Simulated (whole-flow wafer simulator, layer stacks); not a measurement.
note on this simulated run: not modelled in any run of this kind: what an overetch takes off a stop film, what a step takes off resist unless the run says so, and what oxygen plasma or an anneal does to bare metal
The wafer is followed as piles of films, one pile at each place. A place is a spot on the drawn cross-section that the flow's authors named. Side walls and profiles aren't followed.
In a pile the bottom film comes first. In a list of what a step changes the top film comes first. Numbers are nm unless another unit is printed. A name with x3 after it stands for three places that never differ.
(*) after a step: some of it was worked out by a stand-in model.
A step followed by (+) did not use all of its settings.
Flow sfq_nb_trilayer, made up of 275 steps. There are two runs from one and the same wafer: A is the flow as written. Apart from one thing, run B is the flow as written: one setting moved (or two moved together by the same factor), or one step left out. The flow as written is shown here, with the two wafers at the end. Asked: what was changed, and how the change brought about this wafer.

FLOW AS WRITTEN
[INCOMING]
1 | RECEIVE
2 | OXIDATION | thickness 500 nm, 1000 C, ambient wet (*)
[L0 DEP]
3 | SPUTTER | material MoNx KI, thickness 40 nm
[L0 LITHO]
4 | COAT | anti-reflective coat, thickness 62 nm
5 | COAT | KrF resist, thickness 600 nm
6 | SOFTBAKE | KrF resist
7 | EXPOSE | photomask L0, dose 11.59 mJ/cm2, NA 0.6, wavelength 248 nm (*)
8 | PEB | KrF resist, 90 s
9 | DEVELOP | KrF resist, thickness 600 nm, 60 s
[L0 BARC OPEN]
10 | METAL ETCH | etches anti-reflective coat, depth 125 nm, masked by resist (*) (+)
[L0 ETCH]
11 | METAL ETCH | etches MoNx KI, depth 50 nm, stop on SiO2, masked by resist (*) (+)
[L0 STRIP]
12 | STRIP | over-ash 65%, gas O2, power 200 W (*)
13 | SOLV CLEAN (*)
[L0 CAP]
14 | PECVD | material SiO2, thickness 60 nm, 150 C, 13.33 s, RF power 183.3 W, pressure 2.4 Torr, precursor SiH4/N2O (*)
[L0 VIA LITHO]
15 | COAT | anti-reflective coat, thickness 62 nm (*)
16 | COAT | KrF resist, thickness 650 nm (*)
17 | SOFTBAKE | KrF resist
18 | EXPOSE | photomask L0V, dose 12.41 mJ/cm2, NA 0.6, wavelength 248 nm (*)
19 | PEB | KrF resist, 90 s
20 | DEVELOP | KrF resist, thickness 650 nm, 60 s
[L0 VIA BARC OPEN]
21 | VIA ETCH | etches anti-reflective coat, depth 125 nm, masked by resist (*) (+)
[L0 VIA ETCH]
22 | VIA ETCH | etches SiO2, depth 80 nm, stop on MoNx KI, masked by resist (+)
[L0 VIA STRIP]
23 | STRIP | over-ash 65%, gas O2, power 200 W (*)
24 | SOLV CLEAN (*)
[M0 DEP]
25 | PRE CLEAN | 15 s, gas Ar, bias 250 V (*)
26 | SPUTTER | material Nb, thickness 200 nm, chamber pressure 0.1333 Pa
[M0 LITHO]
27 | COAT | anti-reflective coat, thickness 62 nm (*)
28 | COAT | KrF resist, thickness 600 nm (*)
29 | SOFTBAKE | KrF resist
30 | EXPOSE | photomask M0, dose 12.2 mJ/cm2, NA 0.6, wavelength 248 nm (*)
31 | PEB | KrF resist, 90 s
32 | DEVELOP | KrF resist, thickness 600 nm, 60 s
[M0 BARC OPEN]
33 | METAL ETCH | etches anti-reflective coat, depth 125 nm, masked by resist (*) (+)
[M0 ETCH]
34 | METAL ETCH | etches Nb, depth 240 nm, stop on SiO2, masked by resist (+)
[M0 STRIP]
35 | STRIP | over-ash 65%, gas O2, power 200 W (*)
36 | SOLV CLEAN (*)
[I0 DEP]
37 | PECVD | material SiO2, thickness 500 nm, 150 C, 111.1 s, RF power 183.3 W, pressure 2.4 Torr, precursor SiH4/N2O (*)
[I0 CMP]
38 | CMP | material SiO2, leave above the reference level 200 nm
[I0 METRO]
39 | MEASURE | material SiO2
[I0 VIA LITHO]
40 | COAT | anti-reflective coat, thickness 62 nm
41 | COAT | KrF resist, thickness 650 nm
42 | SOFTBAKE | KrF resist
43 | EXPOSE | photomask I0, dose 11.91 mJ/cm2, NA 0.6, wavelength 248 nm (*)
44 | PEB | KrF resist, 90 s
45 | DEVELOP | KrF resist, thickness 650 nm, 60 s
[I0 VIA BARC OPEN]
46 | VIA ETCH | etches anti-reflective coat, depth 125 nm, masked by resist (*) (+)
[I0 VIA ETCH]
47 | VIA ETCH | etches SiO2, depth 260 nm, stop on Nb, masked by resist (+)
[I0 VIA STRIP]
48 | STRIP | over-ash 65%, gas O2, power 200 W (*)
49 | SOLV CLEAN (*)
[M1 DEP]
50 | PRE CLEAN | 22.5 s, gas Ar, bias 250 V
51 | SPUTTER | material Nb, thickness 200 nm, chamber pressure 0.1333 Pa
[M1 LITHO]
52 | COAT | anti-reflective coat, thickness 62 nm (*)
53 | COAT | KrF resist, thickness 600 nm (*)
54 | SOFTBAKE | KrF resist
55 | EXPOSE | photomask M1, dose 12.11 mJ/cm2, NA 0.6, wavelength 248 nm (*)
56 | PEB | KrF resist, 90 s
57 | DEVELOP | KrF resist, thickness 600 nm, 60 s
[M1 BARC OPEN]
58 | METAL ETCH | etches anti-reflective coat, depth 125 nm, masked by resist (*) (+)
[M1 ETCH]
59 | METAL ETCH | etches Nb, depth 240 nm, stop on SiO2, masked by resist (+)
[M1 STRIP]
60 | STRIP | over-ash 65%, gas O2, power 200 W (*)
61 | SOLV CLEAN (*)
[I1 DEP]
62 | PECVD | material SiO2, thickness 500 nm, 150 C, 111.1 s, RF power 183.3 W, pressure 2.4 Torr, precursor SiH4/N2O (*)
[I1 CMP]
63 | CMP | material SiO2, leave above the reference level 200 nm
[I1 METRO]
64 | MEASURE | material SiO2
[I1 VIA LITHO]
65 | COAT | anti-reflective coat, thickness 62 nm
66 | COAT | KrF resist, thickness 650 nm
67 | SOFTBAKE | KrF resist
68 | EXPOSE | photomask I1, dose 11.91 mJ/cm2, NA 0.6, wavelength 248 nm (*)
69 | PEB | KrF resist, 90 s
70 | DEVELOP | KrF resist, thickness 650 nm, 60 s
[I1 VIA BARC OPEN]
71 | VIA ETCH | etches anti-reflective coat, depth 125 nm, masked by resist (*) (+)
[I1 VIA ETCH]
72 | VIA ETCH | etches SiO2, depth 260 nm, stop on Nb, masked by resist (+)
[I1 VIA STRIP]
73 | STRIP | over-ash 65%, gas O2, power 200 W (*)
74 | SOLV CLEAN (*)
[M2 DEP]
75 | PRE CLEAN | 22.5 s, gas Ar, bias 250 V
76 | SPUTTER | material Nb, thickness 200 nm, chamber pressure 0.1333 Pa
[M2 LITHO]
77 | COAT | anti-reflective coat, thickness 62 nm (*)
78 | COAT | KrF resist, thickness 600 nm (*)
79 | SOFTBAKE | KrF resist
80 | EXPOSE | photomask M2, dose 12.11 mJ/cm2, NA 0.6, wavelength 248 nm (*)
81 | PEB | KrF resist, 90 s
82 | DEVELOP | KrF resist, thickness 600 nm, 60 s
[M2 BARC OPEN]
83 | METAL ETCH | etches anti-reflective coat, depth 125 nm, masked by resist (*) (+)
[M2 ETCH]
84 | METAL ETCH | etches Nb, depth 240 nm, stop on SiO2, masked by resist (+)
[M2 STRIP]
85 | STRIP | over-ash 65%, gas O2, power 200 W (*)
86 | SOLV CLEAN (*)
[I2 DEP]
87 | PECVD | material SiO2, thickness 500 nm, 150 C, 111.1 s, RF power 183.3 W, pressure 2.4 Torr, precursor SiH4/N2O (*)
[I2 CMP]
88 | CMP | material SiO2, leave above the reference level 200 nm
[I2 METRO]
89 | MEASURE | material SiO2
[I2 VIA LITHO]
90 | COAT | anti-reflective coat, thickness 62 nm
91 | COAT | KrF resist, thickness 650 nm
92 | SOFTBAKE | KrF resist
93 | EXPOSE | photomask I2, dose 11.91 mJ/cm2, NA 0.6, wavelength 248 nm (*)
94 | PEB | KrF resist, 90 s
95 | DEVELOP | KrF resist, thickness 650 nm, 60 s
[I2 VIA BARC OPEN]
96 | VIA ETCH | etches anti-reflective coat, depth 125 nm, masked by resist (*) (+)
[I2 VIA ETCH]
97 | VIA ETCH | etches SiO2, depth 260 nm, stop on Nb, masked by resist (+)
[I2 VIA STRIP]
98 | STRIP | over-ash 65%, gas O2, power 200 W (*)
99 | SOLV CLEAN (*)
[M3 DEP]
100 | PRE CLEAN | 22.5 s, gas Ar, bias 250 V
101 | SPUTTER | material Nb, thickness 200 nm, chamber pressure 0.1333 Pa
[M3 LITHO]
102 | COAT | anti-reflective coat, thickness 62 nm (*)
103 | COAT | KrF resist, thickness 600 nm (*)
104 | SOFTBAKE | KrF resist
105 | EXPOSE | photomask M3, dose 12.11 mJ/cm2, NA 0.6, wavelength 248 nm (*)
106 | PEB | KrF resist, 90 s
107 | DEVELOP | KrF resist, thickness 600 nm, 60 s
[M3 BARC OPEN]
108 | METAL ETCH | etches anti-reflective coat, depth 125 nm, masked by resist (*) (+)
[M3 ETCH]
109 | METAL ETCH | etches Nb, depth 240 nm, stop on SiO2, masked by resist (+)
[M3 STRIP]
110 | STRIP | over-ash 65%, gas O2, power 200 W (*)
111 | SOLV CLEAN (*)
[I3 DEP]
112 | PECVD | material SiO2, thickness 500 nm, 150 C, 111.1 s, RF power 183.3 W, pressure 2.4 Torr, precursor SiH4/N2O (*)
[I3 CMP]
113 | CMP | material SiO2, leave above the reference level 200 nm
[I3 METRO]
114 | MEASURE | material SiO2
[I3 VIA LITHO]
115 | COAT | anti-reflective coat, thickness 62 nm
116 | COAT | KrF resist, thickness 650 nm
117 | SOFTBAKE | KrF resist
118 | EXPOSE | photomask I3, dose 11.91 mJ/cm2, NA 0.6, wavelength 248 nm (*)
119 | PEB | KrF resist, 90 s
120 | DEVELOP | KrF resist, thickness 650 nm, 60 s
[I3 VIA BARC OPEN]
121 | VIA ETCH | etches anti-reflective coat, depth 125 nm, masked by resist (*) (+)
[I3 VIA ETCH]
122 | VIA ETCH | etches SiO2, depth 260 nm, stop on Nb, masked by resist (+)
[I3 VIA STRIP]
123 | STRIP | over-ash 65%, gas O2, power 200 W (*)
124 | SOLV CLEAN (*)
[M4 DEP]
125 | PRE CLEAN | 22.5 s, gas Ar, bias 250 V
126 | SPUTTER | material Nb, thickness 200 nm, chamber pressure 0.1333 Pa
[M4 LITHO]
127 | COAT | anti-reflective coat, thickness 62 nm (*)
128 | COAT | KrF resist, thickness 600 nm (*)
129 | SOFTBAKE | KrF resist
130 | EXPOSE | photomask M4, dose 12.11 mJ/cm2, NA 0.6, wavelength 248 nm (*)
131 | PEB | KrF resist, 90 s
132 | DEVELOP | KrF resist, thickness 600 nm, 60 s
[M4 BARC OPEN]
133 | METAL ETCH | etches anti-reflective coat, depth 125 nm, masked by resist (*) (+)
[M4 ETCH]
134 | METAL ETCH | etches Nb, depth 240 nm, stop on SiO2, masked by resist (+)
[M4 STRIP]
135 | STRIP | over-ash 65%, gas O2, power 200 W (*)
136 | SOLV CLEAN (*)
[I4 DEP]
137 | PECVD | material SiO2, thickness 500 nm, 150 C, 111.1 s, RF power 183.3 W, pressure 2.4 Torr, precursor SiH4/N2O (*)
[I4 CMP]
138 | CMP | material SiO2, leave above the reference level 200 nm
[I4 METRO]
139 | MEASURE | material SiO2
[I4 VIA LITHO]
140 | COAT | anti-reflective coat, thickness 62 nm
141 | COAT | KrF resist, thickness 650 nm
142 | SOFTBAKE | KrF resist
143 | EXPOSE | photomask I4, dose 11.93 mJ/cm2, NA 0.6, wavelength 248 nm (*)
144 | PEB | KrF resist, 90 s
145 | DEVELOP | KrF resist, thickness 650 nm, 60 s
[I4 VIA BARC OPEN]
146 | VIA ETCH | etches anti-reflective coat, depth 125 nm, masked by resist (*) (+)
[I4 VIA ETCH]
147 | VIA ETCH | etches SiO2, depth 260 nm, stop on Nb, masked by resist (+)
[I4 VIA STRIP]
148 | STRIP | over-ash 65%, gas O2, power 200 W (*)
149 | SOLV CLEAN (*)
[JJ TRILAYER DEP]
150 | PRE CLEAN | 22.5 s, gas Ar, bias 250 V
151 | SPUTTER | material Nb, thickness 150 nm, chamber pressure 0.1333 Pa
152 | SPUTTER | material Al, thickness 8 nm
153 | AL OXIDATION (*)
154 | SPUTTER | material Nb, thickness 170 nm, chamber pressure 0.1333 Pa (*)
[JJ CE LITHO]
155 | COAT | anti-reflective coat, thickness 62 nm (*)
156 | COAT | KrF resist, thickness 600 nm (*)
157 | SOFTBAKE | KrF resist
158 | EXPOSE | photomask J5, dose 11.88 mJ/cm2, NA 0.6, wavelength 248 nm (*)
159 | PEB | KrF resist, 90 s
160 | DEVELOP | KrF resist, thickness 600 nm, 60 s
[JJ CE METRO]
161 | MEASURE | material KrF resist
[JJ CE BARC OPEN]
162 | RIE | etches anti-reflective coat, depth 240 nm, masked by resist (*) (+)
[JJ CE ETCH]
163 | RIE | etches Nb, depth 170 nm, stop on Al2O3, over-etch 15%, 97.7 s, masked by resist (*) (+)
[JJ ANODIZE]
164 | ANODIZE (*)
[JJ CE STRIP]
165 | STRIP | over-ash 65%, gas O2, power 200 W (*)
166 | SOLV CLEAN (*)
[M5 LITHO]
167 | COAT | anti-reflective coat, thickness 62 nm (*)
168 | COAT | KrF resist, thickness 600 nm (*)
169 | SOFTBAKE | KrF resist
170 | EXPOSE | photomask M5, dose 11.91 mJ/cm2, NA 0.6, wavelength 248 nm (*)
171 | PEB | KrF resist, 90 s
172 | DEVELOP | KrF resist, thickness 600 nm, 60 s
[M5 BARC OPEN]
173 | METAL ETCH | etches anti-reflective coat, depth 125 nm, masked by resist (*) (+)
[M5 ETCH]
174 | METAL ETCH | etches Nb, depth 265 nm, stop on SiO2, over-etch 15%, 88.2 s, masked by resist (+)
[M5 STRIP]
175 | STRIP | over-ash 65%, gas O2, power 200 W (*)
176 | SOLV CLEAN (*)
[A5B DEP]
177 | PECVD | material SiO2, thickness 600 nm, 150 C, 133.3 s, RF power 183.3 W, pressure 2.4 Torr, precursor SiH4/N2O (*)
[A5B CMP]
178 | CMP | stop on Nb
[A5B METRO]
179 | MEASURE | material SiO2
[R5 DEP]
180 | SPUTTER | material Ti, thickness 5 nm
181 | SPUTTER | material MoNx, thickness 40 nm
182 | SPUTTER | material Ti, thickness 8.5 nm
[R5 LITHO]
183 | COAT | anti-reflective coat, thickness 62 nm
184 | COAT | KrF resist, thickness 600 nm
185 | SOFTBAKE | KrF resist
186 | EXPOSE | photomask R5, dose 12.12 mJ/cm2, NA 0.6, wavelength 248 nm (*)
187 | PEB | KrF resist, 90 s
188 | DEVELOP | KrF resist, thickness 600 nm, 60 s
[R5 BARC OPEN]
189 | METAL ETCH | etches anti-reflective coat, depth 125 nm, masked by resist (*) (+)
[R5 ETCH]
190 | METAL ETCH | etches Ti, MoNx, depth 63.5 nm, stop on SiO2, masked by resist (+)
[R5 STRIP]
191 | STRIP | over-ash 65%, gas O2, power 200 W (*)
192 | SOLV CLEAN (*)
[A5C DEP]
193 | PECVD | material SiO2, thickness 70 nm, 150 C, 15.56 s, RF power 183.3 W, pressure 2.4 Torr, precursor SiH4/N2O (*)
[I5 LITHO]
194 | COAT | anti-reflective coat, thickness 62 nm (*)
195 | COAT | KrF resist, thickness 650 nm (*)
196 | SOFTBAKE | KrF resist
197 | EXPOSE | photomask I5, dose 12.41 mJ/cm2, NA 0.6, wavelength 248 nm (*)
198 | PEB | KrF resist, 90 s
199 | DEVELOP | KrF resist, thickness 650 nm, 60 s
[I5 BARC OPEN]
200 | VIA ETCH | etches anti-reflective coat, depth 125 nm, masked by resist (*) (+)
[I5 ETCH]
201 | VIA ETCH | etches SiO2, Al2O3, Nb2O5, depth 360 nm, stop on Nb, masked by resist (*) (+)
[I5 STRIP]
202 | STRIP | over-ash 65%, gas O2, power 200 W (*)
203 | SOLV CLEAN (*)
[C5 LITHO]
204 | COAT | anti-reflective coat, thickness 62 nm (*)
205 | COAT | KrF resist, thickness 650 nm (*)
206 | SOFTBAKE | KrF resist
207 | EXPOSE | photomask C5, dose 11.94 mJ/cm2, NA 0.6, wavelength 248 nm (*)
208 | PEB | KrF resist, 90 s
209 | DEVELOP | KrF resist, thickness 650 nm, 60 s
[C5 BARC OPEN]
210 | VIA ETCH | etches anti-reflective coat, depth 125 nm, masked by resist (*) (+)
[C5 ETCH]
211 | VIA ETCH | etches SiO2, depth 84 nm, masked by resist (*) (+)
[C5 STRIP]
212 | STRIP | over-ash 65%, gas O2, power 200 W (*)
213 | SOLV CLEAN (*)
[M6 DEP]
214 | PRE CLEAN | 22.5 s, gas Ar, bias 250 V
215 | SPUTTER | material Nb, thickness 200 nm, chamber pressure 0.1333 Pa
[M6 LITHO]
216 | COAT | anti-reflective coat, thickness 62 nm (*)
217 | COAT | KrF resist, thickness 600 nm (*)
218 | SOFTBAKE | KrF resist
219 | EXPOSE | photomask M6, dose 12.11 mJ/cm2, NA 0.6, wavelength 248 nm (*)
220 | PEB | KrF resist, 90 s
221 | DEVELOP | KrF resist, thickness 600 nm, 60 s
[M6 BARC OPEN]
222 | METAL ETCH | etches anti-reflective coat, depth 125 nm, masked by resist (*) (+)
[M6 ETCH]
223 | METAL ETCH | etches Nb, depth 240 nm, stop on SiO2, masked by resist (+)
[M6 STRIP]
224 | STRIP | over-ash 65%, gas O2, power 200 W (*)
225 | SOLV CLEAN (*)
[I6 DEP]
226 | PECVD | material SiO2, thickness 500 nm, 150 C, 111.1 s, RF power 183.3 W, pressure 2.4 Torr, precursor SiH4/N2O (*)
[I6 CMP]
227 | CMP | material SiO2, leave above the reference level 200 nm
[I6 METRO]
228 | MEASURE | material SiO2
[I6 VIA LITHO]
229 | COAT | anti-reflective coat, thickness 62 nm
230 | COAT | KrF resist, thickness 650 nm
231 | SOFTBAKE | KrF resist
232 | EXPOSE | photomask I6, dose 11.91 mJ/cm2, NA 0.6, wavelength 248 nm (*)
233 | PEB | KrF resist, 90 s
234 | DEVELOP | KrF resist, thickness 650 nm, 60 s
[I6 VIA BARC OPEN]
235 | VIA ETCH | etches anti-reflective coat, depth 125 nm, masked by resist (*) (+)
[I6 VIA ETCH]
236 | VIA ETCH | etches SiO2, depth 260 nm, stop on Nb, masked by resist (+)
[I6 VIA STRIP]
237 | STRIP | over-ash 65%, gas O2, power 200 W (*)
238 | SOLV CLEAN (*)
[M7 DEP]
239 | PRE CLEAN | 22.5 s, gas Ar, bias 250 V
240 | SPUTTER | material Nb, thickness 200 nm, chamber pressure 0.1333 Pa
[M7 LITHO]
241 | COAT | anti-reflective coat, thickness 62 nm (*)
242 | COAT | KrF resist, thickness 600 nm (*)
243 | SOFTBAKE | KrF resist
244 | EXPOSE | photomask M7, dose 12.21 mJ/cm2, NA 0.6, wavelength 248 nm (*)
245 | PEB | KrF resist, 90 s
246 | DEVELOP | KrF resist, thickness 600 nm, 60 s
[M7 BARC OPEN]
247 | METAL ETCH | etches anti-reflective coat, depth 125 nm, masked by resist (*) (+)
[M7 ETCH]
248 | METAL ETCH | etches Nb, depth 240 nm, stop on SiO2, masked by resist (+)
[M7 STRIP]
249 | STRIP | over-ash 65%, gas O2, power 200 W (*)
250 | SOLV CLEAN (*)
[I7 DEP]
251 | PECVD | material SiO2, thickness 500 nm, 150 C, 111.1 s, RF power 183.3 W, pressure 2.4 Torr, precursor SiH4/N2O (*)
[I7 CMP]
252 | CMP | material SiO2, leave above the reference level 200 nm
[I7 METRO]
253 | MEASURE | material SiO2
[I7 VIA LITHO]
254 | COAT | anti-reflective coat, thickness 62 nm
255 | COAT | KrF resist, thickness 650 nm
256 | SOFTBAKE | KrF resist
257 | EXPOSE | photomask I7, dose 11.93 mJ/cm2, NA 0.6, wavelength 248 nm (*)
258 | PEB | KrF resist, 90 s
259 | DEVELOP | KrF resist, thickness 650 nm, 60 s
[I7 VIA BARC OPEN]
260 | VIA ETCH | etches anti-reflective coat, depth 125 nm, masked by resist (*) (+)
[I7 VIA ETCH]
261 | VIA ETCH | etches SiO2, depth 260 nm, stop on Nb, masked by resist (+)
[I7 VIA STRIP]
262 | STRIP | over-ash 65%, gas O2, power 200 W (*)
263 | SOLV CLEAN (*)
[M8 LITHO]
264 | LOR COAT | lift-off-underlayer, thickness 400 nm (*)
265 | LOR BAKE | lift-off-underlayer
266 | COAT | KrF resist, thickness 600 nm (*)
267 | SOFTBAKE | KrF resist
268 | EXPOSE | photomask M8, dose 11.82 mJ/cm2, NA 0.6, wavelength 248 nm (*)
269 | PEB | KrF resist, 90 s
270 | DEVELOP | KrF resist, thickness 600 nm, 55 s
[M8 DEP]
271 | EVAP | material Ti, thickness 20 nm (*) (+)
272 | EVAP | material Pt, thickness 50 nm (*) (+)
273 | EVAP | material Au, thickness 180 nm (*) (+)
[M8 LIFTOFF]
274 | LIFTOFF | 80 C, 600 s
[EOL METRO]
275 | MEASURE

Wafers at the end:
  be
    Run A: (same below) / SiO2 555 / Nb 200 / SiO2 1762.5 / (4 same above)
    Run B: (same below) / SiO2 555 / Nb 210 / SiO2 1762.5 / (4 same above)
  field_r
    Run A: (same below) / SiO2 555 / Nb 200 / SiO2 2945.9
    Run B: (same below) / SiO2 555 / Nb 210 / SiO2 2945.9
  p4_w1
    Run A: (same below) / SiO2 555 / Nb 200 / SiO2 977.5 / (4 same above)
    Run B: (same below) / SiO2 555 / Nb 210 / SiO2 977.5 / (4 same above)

Cause: step 26, SPUTTER: thickness 210 nm was run, whereas the flow has thickness 200 nm.
The wafer lets one read it off: be has Nb 210, and step 26 as written asks for 200 nm.

How this came from the change, step by step:
  26 | SPUTTER | material Nb, thickness 200 nm, chamber pressure 0.1333 Pa
      field_l, v_sur, via_wl and 102 more: A +200 Nb (new film) | B +210 Nb (new film)
      l0v: A +195.7 Nb (new film) | B +205.7 Nb (new film)
  34 | METAL ETCH | etches Nb, depth 240 nm, stop on SiO2, masked by resist (+)
      moat, m0r_space_l x2: A -200 Nb (all of it) | B -210 Nb (all of it)
